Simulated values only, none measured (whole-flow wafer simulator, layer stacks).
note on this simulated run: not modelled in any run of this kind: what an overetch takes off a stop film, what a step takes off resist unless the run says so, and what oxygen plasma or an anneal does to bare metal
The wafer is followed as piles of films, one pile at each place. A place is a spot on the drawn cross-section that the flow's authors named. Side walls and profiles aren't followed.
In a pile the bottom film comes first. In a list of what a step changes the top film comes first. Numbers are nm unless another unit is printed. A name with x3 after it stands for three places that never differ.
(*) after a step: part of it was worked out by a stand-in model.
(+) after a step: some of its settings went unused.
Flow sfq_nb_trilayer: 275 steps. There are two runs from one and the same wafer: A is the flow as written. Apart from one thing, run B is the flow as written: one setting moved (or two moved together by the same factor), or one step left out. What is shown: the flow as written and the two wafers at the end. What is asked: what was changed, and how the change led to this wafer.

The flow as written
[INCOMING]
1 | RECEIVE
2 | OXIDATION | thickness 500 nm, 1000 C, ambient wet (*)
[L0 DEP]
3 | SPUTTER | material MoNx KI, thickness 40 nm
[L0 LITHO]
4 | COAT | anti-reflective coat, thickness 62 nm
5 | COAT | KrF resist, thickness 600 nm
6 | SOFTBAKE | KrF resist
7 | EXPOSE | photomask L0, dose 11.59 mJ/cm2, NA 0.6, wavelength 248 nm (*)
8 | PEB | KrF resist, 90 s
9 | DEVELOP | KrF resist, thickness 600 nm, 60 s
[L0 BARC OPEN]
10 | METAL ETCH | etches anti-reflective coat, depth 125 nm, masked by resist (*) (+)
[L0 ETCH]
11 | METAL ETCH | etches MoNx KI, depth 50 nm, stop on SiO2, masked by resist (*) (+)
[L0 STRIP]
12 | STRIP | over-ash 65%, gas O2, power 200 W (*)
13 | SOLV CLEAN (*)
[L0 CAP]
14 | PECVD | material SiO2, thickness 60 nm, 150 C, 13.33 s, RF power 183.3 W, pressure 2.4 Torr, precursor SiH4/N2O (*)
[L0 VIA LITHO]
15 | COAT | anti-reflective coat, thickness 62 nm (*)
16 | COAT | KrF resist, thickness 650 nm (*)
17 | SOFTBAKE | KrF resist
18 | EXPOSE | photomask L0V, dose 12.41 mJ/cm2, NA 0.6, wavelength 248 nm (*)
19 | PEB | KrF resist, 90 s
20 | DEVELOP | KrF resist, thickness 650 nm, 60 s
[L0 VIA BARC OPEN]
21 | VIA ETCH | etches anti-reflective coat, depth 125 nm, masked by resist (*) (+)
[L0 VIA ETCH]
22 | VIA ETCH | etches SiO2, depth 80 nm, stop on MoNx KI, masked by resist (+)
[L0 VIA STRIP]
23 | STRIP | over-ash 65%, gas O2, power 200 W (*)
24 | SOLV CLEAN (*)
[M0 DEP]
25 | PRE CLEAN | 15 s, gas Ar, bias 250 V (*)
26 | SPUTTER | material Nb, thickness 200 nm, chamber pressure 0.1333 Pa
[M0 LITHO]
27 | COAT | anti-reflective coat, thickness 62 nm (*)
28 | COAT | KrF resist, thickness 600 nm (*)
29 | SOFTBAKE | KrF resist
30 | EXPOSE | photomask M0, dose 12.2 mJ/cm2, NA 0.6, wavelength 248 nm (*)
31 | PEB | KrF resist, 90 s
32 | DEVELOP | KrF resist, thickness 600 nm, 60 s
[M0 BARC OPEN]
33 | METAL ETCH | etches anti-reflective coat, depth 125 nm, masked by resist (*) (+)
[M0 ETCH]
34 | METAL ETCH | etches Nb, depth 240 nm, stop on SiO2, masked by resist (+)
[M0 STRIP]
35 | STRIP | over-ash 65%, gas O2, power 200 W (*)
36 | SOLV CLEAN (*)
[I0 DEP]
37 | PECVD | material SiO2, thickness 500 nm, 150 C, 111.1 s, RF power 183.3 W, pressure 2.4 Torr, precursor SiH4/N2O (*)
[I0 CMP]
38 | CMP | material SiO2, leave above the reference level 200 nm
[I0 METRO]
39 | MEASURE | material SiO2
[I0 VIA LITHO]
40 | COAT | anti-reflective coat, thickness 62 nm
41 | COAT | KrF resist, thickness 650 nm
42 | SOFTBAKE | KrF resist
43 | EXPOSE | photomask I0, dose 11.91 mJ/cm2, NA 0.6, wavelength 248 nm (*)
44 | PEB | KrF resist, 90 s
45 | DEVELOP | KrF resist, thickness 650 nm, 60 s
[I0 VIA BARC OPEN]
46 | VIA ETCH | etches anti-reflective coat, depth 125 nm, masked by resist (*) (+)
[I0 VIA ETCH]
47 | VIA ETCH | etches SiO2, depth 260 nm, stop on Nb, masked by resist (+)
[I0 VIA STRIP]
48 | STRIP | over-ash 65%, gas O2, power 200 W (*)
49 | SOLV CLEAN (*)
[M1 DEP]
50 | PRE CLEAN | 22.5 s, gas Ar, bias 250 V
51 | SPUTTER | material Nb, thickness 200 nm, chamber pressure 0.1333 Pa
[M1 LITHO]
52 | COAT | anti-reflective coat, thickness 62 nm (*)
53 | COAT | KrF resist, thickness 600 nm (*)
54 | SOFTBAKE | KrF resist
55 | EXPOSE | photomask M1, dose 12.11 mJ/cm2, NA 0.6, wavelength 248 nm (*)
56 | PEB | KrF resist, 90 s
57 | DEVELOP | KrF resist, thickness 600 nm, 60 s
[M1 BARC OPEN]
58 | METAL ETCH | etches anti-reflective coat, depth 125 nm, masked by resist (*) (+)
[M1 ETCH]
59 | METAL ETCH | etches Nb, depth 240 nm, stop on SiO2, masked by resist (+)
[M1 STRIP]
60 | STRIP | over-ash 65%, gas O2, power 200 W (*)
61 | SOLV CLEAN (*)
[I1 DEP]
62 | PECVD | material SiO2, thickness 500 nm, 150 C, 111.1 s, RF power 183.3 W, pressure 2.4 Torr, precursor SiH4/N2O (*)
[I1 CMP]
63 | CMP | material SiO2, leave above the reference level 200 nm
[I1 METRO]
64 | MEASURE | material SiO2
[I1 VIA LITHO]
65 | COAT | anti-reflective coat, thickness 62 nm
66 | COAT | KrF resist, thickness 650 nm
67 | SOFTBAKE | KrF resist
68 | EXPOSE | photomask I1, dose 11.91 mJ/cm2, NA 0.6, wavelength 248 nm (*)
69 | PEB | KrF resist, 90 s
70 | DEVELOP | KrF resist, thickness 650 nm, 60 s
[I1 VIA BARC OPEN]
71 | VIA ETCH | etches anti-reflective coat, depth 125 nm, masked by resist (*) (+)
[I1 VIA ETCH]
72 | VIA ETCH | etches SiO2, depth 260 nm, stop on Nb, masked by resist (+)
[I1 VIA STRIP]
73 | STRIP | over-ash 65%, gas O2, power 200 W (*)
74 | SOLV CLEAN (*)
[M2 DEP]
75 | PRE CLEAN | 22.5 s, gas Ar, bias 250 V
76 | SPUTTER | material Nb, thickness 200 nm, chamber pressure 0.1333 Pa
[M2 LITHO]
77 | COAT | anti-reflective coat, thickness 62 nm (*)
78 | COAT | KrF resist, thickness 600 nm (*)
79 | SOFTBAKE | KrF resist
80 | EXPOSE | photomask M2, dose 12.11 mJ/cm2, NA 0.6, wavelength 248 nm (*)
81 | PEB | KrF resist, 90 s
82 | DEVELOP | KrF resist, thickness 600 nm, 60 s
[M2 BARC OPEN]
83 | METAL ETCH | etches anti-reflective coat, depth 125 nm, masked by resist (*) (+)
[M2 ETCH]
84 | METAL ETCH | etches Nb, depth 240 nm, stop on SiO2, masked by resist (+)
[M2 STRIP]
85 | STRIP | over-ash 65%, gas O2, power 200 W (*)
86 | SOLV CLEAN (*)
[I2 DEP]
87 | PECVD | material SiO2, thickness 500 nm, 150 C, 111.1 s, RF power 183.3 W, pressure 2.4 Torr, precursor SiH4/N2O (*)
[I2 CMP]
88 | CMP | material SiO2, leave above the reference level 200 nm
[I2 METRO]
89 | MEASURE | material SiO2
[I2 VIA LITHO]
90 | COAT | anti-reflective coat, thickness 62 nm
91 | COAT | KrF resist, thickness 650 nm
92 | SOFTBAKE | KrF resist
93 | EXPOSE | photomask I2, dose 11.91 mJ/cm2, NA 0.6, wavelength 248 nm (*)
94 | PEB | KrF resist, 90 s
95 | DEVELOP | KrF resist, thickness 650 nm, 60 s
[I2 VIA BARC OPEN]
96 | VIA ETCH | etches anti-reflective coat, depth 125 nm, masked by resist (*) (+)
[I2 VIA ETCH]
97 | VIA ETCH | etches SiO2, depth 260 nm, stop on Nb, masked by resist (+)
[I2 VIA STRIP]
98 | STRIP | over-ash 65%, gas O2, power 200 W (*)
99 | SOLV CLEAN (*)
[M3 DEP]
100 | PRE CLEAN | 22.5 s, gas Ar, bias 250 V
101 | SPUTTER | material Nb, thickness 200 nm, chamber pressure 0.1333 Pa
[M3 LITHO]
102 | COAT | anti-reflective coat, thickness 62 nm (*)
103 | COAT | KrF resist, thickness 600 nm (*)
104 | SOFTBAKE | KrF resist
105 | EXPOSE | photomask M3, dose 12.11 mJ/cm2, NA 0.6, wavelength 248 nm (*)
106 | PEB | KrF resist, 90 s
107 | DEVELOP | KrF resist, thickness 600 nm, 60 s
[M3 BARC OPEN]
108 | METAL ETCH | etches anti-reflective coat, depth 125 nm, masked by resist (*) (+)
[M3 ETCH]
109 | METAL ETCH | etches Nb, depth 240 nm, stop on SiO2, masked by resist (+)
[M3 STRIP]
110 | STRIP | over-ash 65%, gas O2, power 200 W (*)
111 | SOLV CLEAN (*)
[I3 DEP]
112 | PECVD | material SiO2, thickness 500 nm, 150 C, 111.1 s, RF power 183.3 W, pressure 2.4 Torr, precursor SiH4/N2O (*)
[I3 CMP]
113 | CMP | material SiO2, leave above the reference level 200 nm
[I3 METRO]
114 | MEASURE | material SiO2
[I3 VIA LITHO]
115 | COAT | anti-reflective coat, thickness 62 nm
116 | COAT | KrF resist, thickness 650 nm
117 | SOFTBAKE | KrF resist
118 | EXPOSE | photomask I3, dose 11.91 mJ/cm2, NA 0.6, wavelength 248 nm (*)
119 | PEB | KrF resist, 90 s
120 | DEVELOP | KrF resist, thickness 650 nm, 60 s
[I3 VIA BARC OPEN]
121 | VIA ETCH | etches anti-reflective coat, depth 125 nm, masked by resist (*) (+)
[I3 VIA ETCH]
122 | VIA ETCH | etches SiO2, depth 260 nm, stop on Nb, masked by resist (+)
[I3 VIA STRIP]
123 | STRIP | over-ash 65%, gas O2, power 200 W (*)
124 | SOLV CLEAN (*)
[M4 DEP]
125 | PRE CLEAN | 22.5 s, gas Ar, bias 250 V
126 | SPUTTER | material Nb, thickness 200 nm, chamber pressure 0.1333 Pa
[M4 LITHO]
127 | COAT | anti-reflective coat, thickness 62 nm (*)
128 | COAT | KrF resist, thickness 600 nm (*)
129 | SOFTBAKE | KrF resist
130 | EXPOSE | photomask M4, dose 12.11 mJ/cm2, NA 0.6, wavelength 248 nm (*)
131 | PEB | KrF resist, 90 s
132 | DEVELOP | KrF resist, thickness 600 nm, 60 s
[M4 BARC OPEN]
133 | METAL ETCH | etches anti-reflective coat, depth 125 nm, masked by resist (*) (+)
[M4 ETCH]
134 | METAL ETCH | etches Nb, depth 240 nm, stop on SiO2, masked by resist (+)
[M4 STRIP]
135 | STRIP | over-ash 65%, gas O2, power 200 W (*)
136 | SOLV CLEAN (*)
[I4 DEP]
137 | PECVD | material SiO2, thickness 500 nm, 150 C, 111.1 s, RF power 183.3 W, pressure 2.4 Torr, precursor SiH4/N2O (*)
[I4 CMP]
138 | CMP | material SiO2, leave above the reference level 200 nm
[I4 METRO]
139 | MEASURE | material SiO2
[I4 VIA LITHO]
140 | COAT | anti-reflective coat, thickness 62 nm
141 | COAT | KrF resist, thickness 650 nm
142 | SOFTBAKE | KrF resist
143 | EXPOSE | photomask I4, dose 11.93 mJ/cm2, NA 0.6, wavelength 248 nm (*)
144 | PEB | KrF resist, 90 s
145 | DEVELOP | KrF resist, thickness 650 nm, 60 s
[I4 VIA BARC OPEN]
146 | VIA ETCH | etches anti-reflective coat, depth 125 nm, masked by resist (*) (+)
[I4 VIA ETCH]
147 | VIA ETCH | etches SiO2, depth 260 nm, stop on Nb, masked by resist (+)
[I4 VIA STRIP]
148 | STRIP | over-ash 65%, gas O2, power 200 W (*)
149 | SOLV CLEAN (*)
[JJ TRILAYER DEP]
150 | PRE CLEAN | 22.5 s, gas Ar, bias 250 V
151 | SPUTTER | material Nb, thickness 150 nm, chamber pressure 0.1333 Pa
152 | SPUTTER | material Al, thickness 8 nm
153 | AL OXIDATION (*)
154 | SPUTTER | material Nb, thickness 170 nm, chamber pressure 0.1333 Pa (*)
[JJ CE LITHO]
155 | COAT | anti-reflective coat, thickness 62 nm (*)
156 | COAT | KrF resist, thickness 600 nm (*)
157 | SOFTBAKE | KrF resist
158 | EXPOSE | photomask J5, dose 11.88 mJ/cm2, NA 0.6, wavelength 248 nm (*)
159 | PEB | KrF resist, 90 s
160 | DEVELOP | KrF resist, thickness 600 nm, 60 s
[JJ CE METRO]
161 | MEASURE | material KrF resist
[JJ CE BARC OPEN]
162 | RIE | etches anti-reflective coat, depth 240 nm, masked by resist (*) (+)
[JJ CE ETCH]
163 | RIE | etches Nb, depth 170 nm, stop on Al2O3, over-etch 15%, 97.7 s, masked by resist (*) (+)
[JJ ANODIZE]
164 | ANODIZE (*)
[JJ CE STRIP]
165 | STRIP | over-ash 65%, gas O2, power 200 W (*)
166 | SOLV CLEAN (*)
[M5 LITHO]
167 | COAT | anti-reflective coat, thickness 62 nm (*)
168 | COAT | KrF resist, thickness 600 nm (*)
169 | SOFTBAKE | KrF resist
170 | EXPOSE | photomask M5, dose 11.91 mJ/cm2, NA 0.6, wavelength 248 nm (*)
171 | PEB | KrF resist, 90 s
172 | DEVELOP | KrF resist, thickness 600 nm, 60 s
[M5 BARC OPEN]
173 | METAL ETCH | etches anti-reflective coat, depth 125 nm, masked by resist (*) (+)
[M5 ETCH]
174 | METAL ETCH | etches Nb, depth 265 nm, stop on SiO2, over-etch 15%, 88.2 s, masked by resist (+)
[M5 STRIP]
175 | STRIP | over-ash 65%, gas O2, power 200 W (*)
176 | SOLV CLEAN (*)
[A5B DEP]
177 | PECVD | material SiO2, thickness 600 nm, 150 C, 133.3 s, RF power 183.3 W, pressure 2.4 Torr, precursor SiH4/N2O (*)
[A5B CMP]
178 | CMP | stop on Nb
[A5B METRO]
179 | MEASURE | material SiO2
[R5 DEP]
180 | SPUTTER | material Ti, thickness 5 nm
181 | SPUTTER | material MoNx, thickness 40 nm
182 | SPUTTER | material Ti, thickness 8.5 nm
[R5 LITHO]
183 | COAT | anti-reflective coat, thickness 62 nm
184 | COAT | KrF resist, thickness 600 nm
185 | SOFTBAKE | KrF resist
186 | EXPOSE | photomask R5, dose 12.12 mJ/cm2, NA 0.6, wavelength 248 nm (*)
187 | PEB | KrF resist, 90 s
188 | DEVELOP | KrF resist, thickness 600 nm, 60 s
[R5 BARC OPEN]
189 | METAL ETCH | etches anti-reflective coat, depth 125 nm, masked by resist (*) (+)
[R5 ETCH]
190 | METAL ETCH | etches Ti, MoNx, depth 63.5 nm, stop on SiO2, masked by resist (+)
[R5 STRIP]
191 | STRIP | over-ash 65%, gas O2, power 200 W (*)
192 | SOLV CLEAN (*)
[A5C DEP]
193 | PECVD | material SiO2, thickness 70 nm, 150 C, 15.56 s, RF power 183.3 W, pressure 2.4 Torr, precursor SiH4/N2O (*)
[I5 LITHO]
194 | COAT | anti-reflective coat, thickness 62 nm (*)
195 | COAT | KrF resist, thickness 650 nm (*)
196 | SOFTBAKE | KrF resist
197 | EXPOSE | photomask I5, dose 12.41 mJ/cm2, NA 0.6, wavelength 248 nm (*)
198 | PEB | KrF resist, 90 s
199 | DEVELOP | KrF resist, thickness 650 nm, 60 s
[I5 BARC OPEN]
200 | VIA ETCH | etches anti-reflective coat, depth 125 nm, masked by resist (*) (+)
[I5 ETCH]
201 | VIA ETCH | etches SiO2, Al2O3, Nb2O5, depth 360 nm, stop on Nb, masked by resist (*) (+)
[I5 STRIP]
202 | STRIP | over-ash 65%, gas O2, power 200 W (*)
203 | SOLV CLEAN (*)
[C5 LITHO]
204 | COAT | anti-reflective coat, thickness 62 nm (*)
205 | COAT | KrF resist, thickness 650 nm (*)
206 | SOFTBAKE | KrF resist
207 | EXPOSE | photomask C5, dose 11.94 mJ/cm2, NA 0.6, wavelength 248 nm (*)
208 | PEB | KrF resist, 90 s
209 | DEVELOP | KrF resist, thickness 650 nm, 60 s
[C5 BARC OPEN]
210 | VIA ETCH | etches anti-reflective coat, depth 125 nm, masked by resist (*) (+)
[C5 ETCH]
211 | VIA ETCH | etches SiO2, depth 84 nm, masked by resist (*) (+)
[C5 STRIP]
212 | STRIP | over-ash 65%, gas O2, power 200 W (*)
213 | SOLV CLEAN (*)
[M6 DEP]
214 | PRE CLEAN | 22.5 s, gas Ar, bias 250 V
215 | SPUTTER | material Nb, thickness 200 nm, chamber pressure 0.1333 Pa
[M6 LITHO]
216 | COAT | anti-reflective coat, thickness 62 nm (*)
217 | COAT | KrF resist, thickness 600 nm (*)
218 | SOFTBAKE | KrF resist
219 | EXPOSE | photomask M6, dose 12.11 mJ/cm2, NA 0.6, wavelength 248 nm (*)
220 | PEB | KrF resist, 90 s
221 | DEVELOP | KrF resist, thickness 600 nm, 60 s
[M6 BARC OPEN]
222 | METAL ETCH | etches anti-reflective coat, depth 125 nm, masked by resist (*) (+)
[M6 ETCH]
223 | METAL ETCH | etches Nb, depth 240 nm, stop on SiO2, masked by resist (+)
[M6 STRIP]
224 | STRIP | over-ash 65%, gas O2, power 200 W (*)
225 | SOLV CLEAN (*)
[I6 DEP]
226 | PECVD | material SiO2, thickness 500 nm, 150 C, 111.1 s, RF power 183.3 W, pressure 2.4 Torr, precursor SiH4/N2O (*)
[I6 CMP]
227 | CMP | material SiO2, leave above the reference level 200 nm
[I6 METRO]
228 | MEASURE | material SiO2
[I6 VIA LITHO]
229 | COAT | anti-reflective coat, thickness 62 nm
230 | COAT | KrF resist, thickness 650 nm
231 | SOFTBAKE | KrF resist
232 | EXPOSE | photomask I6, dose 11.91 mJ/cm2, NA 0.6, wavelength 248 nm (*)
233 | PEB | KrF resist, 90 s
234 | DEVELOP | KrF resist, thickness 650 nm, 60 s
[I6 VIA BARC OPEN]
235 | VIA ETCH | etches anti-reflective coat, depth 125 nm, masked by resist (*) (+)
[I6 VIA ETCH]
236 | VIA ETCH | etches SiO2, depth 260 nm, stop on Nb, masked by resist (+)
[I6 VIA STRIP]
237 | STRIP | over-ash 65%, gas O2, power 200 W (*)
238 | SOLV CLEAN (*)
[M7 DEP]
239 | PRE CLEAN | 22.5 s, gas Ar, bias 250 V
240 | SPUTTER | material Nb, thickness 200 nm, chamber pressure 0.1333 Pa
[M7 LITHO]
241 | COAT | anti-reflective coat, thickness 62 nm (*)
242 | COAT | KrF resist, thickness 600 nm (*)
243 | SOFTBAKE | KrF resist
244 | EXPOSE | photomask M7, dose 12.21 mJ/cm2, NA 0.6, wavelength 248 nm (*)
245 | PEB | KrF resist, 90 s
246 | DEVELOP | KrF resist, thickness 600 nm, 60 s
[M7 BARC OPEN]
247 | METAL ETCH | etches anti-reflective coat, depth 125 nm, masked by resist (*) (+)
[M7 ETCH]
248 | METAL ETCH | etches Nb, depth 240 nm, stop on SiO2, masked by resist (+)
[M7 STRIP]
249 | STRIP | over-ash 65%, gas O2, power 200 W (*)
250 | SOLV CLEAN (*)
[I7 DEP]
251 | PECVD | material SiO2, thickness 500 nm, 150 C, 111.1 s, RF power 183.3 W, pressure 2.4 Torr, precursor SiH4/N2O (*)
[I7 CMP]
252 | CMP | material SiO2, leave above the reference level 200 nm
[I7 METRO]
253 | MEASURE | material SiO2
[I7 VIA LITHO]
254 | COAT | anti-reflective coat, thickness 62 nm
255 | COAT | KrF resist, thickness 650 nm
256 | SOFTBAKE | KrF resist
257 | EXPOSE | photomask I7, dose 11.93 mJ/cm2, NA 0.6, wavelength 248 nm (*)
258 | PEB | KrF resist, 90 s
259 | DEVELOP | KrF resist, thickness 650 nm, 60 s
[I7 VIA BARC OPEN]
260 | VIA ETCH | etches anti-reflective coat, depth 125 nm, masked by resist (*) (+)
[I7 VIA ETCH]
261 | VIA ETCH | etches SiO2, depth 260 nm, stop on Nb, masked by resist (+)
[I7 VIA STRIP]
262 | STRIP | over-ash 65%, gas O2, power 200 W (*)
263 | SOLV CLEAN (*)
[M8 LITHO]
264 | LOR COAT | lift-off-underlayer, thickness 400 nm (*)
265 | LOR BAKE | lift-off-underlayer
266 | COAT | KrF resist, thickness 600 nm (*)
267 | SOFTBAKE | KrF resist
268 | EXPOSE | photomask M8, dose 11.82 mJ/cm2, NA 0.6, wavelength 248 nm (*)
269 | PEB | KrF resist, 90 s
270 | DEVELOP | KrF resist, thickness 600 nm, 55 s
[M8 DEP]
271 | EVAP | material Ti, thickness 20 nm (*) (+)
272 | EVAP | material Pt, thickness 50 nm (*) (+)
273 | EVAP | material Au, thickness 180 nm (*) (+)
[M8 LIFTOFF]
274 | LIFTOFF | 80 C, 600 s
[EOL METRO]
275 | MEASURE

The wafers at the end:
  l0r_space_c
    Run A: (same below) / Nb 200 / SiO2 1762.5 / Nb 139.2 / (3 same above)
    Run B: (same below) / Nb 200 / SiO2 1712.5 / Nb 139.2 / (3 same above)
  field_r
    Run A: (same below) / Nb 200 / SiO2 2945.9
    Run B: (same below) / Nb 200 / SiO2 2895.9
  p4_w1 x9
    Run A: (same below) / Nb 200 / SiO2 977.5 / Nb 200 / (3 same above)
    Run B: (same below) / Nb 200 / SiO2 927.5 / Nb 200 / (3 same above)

The reason: step 88, CMP: leave above the reference level 150 nm was run, though the flow has leave above the reference level 200 nm.

Step by step, how the change led to this:
  88 | CMP | material SiO2, leave above the reference level 200 nm
      field_l, be, be_sur and 81 more: A -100 SiO2 | B -150 SiO2
      v_sur, via_wl, via_w and 18 more: A -300 SiO2 | B -350 SiO2
      (also at 1 further place)
  97 | VIA ETCH | etches SiO2, depth 260 nm, stop on Nb, masked by resist (+)
      field_l, v_sur, via_wl and 102 more: A -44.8 KrF resist | B -38.8 KrF resist
      via_w: A -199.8 SiO2 (all of it) | B -149.8 SiO2 (all of it)
  101 | SPUTTER | material Nb, thickness 200 nm, chamber pressure 0.1333 Pa
      via_w: A +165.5 Nb | B +176.5 Nb
  102 | COAT | anti-reflective coat, thickness 62 nm (*)
      via_w: A +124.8 anti-reflective coat (new film) | B +112.5 anti-reflective coat (new film)
  103 | COAT | KrF resist, thickness 600 nm (*)
      via_w: A +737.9 KrF resist (new film) | B +696.9 KrF resist (new film)
  110 | STRIP | over-ash 65%, gas O2, power 200 W (*)
      via_w: A -520 KrF resist (all of it), -124.8 anti-reflective coat (all of it) | B -479 KrF resist (all of it), -112.5 anti-reflective coat (all of it)
  112 | PECVD | material SiO2, thickness 500 nm, 150 C, 111.1 s, RF power 183.3 W, pressure 2.4 Torr, precursor SiH4/N2O (*)
      via_w: A +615 SiO2 (new film) | B +529.5 SiO2 (new film)
  113 | CMP | material SiO2, leave above the reference level 200 nm
      via_w: A -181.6 SiO2 | B -157.1 SiO2
